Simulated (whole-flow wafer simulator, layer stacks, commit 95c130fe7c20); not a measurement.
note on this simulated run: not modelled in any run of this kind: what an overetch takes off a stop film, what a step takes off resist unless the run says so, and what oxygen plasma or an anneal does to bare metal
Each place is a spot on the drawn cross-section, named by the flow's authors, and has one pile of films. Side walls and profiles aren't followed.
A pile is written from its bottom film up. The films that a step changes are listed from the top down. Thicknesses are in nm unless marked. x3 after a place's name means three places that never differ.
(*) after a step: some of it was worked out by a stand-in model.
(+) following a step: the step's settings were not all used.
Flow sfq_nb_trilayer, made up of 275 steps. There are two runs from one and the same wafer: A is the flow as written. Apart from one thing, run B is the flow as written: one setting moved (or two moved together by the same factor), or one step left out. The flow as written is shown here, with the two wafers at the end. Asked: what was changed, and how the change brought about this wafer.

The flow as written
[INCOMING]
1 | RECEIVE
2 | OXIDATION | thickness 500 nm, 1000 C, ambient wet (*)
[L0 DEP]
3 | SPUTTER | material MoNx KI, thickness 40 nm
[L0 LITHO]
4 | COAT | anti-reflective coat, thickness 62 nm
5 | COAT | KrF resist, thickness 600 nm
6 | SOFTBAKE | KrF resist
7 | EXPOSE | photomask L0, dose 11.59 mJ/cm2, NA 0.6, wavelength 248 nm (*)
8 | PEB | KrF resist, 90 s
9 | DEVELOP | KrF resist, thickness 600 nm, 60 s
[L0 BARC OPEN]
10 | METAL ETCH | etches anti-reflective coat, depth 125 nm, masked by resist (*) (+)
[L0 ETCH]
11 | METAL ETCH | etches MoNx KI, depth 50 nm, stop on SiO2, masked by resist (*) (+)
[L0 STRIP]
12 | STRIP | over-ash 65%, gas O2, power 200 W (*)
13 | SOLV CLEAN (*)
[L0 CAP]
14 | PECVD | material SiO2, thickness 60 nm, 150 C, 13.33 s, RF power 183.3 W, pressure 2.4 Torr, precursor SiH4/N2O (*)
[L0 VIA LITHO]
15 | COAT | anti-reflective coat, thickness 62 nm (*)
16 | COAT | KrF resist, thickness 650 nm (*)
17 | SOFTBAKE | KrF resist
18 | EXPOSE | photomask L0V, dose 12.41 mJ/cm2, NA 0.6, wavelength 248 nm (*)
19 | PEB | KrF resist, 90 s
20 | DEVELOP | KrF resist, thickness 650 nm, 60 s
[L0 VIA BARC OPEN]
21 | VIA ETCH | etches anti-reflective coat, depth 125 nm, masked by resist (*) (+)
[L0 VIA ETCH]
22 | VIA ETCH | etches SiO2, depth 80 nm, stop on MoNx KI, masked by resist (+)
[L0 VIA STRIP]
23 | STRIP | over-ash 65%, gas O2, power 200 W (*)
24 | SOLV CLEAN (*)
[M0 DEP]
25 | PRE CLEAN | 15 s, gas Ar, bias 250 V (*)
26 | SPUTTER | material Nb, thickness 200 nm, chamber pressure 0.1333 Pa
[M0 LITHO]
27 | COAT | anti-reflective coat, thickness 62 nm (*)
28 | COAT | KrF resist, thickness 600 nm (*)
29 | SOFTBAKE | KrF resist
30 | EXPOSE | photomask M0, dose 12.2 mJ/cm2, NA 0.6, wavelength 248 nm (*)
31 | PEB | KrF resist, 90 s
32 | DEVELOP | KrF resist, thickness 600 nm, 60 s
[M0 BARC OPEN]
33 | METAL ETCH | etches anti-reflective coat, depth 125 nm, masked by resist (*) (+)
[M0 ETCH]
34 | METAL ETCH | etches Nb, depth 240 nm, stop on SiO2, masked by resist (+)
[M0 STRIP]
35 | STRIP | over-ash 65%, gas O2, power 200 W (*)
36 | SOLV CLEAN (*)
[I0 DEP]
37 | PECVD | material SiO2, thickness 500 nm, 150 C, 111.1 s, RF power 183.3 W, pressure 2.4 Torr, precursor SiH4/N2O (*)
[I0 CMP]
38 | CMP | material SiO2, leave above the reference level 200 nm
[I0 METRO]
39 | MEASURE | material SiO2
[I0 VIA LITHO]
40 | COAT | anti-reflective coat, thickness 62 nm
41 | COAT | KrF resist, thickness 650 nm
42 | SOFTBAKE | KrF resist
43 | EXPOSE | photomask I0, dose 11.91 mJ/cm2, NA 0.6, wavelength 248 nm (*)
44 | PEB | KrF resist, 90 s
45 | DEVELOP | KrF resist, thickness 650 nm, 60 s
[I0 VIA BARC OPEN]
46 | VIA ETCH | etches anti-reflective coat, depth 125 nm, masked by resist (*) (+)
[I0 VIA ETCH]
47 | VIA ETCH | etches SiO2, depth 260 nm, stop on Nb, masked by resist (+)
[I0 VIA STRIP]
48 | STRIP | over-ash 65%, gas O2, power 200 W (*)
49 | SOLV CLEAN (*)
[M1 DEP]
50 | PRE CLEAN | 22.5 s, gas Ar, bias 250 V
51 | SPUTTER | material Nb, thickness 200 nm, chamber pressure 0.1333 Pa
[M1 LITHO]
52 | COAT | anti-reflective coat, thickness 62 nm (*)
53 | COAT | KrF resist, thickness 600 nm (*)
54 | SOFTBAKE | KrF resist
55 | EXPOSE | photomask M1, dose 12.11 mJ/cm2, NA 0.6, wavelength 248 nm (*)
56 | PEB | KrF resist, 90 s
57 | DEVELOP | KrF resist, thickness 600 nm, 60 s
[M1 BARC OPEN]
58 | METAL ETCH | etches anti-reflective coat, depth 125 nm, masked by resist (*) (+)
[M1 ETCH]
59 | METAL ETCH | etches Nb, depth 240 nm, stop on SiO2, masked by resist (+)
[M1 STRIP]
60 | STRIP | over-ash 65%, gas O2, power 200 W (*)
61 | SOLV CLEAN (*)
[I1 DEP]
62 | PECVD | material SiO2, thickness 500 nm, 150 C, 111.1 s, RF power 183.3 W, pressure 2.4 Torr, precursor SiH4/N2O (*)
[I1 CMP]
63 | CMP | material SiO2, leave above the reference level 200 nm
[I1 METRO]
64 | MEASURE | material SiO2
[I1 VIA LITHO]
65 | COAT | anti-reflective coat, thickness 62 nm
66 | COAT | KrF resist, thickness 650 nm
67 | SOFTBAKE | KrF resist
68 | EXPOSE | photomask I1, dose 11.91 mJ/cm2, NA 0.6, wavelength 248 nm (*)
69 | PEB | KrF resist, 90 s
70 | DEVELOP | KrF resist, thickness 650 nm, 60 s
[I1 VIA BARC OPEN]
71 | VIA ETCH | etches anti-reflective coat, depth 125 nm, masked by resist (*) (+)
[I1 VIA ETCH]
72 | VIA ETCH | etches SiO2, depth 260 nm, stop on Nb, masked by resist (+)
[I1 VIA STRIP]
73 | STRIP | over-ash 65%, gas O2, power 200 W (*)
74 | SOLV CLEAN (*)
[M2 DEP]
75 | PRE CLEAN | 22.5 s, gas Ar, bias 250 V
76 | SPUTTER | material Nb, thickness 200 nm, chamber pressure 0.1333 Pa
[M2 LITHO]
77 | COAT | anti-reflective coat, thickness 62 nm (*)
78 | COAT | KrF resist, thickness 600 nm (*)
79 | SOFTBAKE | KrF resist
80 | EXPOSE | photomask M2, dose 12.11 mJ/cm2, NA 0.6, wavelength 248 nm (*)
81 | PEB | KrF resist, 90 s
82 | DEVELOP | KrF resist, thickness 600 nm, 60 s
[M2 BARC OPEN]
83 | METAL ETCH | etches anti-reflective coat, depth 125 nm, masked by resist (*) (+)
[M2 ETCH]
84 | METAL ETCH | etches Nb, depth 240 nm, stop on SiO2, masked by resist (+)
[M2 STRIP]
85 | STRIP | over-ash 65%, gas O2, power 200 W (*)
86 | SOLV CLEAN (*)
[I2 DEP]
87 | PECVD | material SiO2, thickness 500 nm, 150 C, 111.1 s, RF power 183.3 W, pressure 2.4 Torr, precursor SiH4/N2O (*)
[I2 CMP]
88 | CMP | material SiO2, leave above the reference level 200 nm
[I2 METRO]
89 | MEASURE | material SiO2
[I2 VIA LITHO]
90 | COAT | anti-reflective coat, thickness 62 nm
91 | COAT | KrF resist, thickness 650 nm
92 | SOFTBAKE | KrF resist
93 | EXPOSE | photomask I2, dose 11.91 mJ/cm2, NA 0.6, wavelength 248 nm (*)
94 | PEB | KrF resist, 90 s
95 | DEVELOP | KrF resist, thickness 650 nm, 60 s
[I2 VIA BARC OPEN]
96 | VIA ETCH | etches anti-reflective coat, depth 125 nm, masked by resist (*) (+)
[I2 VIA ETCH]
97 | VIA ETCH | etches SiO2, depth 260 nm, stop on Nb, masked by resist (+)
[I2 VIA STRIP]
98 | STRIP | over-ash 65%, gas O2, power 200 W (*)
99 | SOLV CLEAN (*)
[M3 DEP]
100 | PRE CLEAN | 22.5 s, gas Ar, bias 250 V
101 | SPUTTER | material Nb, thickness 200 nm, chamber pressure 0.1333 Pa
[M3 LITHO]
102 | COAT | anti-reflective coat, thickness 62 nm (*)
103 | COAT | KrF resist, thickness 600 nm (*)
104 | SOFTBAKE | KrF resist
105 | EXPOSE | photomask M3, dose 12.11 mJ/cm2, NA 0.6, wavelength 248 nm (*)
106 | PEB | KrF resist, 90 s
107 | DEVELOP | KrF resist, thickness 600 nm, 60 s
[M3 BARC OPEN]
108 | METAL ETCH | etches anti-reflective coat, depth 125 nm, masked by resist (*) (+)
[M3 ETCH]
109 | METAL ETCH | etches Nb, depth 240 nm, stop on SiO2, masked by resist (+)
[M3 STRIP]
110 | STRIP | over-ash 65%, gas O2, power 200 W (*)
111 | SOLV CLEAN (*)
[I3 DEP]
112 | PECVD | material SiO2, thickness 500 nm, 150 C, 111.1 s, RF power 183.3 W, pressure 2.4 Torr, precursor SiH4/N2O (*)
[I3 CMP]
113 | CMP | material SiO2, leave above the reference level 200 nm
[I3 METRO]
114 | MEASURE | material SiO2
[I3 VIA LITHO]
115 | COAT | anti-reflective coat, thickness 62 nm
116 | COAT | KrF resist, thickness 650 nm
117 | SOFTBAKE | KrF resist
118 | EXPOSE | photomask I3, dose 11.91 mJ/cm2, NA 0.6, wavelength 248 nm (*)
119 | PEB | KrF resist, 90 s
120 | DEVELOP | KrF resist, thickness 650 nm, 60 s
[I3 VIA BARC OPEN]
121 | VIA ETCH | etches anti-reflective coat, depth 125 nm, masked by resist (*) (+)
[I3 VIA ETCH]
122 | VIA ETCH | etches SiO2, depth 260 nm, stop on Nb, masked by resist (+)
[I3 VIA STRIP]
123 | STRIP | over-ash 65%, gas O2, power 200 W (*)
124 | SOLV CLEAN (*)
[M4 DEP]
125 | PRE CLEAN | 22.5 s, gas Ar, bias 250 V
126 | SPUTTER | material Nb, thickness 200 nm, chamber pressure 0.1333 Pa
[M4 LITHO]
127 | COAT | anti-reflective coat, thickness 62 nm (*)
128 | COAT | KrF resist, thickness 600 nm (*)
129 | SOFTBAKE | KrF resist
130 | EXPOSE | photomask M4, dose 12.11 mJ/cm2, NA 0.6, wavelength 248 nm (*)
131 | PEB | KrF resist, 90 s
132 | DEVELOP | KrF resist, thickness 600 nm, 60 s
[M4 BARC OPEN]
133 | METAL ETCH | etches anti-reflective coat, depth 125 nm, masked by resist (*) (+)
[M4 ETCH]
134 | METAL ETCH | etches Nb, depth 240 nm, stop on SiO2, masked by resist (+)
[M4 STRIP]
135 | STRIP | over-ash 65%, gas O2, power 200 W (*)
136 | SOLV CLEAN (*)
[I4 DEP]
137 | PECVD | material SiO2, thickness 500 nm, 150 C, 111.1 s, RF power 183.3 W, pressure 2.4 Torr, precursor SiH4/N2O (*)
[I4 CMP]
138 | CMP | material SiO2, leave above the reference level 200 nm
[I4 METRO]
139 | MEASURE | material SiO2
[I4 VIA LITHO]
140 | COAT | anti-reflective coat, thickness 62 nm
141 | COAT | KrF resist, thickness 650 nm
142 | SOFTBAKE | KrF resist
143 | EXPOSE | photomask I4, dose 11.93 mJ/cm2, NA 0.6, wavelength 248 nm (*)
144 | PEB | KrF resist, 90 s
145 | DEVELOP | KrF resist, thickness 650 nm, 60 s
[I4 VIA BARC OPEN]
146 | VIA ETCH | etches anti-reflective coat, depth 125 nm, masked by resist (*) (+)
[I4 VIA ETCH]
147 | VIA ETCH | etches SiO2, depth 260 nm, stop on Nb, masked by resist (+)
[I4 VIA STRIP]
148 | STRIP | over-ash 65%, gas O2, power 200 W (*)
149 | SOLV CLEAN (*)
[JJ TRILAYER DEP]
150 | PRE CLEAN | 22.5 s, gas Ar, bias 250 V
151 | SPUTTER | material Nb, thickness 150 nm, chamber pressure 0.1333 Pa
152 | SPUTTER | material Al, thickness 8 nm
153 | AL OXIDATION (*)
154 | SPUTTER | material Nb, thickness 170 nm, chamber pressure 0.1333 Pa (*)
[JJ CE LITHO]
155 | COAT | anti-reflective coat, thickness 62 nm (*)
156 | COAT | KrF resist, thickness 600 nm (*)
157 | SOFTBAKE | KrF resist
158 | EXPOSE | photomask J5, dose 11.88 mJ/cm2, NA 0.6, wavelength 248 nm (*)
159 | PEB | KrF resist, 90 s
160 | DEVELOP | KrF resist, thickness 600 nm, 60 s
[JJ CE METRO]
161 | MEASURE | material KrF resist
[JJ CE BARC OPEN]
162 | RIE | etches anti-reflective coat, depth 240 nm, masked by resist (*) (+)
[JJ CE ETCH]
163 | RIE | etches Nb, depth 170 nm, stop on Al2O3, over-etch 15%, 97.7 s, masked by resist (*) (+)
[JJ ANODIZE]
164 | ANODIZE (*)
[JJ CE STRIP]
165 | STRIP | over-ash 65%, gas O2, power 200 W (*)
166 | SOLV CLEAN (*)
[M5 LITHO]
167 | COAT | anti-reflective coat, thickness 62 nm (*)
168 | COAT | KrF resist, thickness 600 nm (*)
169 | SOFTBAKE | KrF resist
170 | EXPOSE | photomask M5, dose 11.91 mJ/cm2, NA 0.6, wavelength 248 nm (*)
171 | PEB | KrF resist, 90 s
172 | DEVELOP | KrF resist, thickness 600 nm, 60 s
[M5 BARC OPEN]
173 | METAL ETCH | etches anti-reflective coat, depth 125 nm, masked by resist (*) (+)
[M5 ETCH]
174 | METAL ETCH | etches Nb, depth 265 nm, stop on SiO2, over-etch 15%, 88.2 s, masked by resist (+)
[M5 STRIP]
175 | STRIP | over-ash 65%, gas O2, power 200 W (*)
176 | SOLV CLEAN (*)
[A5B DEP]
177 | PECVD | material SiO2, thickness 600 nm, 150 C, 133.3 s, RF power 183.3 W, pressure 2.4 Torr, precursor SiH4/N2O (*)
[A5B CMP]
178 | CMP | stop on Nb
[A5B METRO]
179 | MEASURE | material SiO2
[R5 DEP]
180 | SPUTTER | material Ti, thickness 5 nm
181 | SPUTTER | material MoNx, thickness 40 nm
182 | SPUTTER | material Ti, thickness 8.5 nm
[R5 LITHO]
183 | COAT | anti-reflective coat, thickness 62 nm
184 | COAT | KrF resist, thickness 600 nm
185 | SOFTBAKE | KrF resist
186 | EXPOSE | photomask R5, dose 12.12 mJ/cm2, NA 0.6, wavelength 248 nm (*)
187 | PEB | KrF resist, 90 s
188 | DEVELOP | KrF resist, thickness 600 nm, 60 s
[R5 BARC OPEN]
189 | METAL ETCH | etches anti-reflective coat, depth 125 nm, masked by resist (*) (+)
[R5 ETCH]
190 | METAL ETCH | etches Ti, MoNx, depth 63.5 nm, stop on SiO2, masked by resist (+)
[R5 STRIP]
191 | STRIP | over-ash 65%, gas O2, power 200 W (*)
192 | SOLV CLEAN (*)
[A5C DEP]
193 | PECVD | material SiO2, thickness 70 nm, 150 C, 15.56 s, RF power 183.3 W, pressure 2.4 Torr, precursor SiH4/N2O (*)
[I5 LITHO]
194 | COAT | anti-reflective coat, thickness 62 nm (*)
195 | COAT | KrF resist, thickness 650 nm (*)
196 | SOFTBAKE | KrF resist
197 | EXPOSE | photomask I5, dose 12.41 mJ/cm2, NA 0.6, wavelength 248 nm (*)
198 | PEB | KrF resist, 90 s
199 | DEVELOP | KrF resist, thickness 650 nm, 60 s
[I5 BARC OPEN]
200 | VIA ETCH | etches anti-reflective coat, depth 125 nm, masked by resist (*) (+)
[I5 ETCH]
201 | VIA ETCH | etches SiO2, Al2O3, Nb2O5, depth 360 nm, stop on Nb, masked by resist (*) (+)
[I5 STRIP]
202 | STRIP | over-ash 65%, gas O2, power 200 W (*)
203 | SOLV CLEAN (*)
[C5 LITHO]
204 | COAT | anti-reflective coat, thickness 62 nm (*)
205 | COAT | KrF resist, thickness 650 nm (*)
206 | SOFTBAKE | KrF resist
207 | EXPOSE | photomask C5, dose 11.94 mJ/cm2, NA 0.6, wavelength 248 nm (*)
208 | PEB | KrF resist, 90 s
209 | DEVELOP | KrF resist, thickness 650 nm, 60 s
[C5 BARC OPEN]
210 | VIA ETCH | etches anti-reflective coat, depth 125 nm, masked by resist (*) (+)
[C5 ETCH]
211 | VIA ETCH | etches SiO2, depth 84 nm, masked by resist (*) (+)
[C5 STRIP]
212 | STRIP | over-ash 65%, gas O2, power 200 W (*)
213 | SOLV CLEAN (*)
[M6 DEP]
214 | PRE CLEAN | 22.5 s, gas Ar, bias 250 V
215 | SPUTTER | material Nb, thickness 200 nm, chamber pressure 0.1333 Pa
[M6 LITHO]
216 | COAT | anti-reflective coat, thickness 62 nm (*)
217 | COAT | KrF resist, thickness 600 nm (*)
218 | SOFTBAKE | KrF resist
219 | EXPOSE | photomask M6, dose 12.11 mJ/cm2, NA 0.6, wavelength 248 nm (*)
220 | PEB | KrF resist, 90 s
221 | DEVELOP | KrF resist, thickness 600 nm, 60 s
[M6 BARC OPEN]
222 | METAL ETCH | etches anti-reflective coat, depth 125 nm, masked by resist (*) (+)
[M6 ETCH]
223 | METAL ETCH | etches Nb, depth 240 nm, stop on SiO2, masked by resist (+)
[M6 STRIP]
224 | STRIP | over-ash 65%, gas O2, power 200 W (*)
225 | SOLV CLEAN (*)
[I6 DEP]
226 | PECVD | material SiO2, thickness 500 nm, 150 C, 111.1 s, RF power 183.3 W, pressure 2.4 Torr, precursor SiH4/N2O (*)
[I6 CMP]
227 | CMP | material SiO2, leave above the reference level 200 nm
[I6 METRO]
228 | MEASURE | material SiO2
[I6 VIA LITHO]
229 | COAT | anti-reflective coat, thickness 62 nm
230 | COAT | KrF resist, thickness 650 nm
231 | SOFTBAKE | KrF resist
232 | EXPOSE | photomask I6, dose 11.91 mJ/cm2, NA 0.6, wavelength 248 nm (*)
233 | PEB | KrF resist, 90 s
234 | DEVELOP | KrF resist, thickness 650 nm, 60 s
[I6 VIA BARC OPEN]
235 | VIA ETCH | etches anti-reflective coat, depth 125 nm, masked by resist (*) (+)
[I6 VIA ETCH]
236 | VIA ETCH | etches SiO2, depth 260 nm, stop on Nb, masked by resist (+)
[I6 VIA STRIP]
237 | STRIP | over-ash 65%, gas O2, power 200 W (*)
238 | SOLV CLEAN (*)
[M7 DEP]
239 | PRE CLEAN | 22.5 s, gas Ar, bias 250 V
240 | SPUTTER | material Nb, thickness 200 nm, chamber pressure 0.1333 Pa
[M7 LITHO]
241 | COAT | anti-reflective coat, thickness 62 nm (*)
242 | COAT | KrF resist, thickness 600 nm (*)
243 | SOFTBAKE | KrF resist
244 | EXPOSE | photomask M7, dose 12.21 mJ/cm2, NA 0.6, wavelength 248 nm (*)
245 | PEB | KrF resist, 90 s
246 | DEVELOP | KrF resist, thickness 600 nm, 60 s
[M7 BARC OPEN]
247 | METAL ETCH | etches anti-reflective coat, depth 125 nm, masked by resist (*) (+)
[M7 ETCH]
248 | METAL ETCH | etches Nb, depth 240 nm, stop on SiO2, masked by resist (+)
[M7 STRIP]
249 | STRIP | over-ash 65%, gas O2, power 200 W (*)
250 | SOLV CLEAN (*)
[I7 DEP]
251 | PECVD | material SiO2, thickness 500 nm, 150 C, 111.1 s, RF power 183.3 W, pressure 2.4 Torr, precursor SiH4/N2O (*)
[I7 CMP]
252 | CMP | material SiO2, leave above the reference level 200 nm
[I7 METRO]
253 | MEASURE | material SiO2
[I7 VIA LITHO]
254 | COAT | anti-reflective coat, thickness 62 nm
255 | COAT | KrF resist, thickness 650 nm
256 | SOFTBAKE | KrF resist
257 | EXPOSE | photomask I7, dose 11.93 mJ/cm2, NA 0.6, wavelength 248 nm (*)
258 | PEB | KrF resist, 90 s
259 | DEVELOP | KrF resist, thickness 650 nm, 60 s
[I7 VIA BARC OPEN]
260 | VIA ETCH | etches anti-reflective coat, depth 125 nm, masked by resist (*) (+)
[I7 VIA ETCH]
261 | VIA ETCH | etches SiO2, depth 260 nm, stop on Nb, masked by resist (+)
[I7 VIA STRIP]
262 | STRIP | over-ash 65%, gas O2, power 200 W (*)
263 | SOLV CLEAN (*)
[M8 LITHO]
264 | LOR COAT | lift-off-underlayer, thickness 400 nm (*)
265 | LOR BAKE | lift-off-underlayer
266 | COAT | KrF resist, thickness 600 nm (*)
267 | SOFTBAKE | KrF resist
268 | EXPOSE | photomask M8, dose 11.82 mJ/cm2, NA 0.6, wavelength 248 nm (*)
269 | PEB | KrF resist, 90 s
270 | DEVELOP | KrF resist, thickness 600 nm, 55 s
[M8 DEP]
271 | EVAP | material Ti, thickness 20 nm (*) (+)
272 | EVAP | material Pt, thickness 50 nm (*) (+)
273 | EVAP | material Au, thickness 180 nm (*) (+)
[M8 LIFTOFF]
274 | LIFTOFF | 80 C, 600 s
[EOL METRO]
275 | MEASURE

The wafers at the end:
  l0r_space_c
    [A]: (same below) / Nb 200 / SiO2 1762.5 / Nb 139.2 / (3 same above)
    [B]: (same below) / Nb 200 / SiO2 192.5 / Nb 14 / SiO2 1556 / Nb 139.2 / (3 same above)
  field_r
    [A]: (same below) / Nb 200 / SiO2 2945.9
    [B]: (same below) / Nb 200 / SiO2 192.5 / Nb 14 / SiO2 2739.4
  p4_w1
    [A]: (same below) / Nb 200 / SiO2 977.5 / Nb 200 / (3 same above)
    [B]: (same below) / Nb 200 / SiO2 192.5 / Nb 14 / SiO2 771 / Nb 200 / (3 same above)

The reason: step 59, METAL ETCH: depth 186 nm was run, though the flow has depth 240 nm.

The path from the change to this, step by step:
  59 | METAL ETCH | etches Nb, depth 240 nm, stop on SiO2, masked by resist (+)
      field_l, be, be_sur and 79 more: A Nb loses 200 (all of it) | B Nb loses 186
      v_sur, via_wl, via_w and 21 more: A KrF resist loses 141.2 | B KrF resist loses 109.4
  60 | STRIP | over-ash 65%, gas O2, power 200 W (*)
      wl_j_sl, wl_jj, wl_j_sr and 13 more: A KrF resist loses 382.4 (all of it), anti-reflective coat loses 62 (all of it) | B KrF resist loses 414.1 (all of it), anti-reflective coat loses 62 (all of it)
      v_sur: A KrF resist loses 365.9 (all of it), anti-reflective coat loses 61.1 (all of it) | B KrF resist loses 397.6 (all of it), anti-reflective coat loses 61.1 (all of it)
      (as well as at 7 more places)
  62 | PECVD | material SiO2, thickness 500 nm, 150 C, 111.1 s, RF power 183.3 W, pressure 2.4 Torr, precursor SiH4/N2O (*)
      field_l, be, be_sur and 72 more: A SiO2 gains 500 | B SiO2 gains 500 (new film)
      lsp_m, ln_m6, lsp_r, l0_sur, l0v: A SiO2 gains 494.9 | B SiO2 gains 500 (new film)
      (as well as at 2 more places)
  63 | CMP | material SiO2, leave above the reference level 200 nm
      field_l, be, be_sur and 72 more: A SiO2 loses 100 | B SiO2 loses 114
      lsp_m, ln_m6, lsp_r, l0_sur, l0v: A SiO2 loses 94.9 | B SiO2 loses 114
Taking metal films that touch as one body, l0r_space_c has 3 bodies (between them, from the top down: SiO2 1556; SiO2 192.5); the flow as written gives 2 bodies (between them, from the top down: SiO2 1762.5).
Taking metal films that touch as one body, field_r has 2 bodies (between them, from the top down: SiO2 192.5); the flow as written gives 1 body.
Taking metal films that touch as one body, p4_w1 has 4 bodies (between them, from the top down: SiO2 192.5; SiO2 771; SiO2 192.5); the flow as written gives 3 bodies (between them, from the top down: SiO2 192.5; SiO2 977.5).
